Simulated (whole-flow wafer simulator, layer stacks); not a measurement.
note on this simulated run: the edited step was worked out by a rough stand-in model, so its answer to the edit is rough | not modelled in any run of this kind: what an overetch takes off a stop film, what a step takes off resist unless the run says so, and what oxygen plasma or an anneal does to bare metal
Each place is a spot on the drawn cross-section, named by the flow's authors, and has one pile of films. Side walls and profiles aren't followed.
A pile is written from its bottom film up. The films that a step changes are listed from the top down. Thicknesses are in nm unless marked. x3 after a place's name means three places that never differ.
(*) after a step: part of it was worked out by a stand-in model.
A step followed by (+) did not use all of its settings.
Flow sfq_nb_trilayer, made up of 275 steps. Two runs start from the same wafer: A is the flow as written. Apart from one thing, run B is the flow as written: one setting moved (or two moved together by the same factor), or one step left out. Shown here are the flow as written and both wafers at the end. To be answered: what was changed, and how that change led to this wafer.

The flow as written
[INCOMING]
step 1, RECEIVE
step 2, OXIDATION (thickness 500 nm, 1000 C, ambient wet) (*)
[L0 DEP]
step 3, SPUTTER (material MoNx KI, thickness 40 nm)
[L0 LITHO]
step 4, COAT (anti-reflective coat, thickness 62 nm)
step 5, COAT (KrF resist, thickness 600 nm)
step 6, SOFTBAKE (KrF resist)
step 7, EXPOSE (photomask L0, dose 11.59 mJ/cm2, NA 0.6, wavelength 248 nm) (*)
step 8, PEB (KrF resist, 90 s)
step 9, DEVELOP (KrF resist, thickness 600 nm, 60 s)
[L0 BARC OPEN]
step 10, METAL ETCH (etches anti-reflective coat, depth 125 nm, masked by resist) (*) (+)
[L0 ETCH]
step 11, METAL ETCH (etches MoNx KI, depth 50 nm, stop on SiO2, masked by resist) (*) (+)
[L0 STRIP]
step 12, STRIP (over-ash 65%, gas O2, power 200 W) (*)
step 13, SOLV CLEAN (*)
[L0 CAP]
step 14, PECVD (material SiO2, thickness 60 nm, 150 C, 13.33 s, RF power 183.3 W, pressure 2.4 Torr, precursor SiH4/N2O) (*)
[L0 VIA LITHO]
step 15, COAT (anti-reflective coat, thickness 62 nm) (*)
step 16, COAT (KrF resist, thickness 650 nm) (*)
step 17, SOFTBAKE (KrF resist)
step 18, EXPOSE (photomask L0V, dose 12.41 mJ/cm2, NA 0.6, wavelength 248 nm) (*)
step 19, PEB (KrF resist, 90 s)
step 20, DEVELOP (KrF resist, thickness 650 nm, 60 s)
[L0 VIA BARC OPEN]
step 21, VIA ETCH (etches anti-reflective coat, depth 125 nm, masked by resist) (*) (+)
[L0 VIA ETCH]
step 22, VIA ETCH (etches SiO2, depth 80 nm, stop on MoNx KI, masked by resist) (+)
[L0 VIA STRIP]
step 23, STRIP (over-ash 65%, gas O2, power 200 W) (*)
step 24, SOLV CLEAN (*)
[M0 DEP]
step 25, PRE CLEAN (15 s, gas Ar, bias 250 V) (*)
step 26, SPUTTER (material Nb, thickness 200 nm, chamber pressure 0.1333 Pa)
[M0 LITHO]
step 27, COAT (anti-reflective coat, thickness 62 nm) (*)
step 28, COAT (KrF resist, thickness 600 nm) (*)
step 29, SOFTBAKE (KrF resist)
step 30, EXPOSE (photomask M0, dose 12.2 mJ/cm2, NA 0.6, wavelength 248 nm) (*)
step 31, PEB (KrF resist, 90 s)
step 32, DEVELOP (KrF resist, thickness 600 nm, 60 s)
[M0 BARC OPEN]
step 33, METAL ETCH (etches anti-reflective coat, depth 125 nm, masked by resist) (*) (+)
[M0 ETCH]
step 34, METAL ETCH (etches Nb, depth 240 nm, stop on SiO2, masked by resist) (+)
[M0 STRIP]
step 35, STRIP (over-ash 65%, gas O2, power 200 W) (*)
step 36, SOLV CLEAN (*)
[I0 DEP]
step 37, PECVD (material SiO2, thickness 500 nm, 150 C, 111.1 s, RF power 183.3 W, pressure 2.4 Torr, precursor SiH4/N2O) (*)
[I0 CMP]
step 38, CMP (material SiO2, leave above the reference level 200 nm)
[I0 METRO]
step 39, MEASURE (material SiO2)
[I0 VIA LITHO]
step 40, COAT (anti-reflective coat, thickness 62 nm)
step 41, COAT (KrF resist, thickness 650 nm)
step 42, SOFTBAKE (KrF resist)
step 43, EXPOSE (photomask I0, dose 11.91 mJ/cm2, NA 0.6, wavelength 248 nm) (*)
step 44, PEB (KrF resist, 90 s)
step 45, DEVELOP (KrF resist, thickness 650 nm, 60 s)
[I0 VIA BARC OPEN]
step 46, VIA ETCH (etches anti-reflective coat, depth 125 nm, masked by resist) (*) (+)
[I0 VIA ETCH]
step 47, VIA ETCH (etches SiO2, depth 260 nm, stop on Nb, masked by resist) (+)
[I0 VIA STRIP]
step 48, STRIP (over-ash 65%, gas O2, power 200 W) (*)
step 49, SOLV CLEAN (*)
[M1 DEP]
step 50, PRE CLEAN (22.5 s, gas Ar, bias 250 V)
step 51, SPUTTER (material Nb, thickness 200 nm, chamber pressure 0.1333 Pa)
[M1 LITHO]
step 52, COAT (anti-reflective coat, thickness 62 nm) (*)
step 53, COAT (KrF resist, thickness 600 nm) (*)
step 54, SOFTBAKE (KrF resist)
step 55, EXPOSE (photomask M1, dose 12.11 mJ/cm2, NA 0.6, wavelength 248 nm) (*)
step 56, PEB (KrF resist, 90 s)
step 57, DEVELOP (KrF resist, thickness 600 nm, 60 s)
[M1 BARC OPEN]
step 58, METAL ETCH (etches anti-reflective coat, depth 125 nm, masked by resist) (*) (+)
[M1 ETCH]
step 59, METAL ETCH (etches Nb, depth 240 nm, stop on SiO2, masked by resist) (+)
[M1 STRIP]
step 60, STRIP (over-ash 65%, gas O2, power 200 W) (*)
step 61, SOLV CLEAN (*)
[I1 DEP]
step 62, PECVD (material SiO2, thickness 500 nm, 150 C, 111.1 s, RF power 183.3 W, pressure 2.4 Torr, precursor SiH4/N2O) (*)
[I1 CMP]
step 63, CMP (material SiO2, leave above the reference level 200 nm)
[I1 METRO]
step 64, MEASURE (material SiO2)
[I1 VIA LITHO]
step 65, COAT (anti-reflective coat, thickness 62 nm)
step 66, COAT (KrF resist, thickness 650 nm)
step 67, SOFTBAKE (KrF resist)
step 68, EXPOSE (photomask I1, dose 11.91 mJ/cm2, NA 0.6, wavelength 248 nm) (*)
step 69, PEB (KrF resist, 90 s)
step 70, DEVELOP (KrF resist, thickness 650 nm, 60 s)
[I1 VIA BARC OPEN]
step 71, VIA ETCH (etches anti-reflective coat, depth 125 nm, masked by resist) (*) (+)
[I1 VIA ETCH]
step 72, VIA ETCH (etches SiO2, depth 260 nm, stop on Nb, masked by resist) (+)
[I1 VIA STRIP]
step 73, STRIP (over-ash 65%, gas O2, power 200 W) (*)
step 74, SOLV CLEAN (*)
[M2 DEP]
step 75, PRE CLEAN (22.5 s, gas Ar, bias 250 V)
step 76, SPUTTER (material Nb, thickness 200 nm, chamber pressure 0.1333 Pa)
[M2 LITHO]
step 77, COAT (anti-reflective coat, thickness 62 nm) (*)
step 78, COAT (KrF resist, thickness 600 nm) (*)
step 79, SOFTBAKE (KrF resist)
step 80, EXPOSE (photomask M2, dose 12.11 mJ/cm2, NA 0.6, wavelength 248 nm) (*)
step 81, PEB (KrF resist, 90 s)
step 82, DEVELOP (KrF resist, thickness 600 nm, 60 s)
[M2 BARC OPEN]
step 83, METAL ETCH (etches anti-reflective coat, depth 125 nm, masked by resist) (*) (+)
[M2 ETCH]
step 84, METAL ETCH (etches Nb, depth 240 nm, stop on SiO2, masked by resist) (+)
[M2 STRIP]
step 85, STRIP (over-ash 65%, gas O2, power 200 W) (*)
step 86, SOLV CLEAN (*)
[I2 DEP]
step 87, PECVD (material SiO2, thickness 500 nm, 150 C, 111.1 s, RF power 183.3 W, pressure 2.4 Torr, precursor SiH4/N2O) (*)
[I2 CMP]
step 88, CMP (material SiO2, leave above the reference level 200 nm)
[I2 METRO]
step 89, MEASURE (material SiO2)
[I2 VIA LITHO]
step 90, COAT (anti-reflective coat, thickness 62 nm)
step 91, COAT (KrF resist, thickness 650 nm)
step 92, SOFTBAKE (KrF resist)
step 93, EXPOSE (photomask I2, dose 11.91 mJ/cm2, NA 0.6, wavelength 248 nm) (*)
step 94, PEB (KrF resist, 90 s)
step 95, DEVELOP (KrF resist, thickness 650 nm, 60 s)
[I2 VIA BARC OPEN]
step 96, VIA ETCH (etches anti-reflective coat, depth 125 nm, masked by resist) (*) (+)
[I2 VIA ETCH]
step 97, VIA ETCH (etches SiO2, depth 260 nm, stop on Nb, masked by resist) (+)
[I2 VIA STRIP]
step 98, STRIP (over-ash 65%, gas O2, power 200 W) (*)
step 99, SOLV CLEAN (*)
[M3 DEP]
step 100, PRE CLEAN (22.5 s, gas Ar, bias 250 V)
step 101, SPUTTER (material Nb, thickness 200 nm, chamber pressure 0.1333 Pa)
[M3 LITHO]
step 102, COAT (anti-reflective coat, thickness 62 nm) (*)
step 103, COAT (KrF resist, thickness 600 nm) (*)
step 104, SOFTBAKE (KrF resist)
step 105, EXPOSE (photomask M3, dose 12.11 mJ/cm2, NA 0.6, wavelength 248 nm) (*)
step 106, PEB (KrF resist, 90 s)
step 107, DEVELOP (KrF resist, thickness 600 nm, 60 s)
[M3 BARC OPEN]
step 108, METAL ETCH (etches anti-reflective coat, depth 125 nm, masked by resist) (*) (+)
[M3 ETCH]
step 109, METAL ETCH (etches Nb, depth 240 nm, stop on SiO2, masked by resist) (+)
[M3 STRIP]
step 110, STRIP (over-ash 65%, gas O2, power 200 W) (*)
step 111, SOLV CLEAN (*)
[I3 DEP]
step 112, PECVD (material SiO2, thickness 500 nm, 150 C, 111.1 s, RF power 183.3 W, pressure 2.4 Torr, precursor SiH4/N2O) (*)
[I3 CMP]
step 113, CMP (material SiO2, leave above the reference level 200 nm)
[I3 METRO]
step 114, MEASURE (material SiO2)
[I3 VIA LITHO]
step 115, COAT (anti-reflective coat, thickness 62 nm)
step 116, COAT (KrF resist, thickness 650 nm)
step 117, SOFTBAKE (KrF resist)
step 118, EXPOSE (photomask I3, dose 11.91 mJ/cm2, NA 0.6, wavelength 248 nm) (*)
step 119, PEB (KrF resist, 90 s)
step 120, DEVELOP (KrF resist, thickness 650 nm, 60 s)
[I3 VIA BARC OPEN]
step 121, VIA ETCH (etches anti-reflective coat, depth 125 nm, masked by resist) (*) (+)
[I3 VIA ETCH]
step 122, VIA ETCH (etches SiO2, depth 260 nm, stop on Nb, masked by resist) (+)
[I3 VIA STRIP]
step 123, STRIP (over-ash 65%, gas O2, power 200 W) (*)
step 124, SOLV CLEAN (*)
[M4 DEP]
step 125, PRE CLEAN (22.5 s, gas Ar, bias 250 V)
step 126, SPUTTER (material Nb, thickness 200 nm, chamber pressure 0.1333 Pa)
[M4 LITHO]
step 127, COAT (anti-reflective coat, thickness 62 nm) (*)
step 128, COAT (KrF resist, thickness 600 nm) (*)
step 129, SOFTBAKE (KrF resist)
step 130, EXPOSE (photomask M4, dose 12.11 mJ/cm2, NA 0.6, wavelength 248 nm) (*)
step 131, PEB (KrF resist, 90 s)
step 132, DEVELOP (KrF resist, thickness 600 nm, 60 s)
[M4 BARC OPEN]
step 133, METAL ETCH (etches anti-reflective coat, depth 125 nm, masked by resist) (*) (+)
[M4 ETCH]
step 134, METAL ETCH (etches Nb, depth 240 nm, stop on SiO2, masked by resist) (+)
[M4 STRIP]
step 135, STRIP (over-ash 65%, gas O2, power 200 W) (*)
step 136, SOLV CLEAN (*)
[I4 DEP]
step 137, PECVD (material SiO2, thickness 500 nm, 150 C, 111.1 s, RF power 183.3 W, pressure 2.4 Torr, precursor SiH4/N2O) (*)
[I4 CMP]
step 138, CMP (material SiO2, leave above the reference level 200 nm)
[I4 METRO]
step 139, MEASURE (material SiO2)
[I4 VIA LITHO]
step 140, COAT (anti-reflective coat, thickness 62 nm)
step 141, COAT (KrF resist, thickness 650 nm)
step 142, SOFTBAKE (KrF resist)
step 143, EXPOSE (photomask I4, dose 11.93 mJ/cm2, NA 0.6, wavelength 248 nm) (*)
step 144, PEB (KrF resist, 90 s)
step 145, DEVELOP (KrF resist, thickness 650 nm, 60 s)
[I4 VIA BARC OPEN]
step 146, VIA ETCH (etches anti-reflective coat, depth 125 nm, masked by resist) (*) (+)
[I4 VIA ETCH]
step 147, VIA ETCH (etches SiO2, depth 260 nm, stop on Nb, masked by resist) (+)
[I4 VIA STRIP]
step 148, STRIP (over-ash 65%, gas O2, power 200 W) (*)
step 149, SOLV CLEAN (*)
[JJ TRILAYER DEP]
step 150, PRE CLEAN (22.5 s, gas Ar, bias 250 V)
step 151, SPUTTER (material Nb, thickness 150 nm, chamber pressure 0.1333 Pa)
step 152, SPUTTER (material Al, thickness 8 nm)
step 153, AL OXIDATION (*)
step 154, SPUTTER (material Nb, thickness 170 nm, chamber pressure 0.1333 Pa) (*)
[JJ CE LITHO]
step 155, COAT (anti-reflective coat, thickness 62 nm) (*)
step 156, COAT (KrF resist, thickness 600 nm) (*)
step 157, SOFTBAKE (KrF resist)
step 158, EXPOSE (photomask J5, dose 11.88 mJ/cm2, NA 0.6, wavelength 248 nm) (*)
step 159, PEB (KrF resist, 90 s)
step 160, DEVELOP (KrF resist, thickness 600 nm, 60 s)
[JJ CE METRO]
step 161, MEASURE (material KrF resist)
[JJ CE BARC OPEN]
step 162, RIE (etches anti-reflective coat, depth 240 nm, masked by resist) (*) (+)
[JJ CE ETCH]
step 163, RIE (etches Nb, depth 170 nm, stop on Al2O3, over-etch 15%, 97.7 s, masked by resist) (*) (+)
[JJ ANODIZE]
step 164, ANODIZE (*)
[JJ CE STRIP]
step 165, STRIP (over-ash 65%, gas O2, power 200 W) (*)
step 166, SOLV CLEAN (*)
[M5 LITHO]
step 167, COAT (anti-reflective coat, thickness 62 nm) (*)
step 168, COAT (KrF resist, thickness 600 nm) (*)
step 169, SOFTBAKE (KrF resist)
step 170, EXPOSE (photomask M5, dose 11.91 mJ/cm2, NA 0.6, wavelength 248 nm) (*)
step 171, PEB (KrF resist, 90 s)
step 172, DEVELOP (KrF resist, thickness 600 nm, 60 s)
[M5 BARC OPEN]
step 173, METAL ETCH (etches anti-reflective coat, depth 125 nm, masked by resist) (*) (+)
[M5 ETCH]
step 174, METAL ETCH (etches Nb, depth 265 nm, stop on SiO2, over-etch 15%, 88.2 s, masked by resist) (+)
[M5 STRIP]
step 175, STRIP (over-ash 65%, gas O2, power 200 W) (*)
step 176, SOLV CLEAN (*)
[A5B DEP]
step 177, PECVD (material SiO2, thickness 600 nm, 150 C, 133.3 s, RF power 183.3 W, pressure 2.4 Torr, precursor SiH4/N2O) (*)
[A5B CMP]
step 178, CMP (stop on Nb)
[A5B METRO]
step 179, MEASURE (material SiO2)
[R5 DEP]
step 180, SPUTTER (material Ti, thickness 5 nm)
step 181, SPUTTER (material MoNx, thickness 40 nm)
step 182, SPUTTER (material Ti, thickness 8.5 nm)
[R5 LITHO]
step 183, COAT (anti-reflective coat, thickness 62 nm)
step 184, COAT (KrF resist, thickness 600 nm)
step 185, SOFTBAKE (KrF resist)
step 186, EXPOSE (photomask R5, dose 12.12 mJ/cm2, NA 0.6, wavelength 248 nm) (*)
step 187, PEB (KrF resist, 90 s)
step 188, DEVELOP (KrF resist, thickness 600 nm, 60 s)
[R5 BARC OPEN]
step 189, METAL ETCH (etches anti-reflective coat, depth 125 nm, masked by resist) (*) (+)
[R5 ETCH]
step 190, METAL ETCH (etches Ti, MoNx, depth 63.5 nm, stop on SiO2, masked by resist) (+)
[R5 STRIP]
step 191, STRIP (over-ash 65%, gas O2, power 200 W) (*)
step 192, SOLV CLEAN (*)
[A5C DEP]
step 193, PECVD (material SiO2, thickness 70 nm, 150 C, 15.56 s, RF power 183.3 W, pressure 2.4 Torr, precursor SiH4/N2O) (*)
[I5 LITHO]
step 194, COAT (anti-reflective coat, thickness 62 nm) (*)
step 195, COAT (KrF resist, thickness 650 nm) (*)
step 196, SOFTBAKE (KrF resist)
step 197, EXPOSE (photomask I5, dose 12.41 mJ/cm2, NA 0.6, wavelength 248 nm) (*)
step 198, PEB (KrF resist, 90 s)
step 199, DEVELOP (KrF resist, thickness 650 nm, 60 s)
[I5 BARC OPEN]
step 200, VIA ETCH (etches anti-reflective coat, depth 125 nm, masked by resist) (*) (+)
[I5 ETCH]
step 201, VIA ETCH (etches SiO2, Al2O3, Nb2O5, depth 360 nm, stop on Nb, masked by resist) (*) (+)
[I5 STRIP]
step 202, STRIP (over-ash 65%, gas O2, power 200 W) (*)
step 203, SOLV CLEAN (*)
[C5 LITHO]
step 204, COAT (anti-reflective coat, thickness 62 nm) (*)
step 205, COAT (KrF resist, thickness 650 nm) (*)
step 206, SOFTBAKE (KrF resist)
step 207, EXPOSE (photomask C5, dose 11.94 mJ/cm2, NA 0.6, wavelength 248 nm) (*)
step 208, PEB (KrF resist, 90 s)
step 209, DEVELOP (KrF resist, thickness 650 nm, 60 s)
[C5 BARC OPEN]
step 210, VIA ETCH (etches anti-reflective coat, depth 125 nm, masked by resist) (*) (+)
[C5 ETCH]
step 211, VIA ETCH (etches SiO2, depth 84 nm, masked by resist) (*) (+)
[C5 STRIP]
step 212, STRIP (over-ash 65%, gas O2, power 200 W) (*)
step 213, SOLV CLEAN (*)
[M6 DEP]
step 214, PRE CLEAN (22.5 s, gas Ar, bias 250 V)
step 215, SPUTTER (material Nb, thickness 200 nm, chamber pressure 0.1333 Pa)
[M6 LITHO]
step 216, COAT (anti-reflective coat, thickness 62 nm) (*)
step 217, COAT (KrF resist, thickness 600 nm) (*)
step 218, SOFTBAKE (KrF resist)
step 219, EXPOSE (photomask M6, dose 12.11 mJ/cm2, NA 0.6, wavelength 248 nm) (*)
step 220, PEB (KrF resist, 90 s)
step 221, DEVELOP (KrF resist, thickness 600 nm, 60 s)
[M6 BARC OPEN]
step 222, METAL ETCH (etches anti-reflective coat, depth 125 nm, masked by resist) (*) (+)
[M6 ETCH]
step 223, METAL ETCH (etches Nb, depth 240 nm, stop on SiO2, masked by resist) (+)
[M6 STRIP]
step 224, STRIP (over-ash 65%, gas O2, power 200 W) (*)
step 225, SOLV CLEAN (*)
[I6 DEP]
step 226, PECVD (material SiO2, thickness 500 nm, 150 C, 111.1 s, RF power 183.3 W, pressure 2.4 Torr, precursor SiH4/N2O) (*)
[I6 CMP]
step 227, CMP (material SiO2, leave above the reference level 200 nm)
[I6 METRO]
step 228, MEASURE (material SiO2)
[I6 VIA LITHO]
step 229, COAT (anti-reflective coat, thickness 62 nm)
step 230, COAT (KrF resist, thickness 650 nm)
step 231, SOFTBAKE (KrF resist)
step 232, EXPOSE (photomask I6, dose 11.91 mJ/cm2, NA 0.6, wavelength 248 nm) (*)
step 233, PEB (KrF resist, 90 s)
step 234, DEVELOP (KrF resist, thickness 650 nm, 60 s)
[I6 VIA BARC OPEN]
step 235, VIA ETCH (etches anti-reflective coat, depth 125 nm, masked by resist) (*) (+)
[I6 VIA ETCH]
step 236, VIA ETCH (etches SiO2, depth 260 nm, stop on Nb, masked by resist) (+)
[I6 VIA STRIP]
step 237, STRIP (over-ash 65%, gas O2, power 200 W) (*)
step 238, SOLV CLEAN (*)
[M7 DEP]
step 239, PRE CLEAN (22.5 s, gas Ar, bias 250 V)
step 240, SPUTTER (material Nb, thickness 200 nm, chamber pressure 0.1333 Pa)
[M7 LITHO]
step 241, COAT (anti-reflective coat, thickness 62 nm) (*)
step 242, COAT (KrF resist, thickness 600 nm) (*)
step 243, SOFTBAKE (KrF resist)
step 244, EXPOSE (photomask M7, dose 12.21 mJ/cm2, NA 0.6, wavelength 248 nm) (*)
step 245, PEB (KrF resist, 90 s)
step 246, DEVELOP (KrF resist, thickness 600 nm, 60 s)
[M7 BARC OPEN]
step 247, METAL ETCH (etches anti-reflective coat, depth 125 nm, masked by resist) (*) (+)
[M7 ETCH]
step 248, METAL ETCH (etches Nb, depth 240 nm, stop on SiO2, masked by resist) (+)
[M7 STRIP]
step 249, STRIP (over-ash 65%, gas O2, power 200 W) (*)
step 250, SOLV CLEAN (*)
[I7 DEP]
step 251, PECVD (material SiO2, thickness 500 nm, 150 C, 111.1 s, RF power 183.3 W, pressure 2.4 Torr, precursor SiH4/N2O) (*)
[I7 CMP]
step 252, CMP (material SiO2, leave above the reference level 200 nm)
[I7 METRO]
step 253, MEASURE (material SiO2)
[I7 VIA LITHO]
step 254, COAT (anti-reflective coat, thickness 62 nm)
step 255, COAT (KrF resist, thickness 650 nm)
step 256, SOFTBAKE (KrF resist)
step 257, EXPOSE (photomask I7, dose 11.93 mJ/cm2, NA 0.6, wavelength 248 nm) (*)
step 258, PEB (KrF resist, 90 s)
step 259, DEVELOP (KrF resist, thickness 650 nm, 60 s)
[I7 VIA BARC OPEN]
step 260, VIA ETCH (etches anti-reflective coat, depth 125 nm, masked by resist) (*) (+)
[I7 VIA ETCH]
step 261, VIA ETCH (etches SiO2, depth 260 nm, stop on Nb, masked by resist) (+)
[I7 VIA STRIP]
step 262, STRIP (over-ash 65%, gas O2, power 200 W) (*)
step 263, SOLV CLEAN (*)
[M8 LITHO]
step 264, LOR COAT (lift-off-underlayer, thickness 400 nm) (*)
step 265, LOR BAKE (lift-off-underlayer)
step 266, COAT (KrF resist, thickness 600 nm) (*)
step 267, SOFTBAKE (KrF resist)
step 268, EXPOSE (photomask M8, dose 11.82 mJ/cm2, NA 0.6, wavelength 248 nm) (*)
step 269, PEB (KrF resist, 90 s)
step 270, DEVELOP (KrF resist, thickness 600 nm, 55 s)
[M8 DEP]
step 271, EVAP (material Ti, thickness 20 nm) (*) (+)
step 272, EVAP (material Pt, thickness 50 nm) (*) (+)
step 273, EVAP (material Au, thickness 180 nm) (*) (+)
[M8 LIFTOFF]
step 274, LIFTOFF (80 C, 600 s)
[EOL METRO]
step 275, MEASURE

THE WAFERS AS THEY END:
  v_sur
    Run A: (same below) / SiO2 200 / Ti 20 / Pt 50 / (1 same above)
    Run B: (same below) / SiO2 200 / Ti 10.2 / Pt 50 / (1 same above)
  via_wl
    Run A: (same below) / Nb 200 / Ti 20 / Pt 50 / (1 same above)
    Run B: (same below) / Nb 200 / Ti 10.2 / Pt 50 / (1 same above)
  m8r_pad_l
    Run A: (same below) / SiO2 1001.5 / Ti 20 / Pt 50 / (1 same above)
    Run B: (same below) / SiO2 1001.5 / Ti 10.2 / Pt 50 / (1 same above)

Cause: step 271, EVAP: thickness 10.2 nm was run, though the flow has thickness 20 nm.
One can read it off the wafer: v_sur has Ti 10.2, and step 271 as written asks for 20 nm.

How this came from the change, step by step:
  step 271, EVAP (material Ti, thickness 20 nm) (*) (+)
      field_l, v_sur, via_wl and 103 more: A +20 Ti (new film) | B +10.2 Ti (new film)
  step 274, LIFTOFF (80 C, 600 s)
      p4_fl, p4_fm, p4_w1 and 71 more: A -180 Au (all of it), -50 Pt (all of it), -20 Ti (all of it), -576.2 KrF resist (all of it), -400 lift-off-underlayer (all of it) | B -180 Au (all of it), -50 Pt (all of it), -10.2 Ti (all of it), -576.2 KrF resist (all of it), -400 lift-off-underlayer (all of it)
      c5j, ce_r: A -180 Au (all of it), -50 Pt (all of it), -20 Ti (all of it), -573.3 KrF resist (all of it), -399.3 lift-off-underlayer (all of it) | B -180 Au (all of it), -50 Pt (all of it), -10.2 Ti (all of it), -573.3 KrF resist (all of it), -399.3 lift-off-underlayer (all of it)
      (as well as at 19 more places)
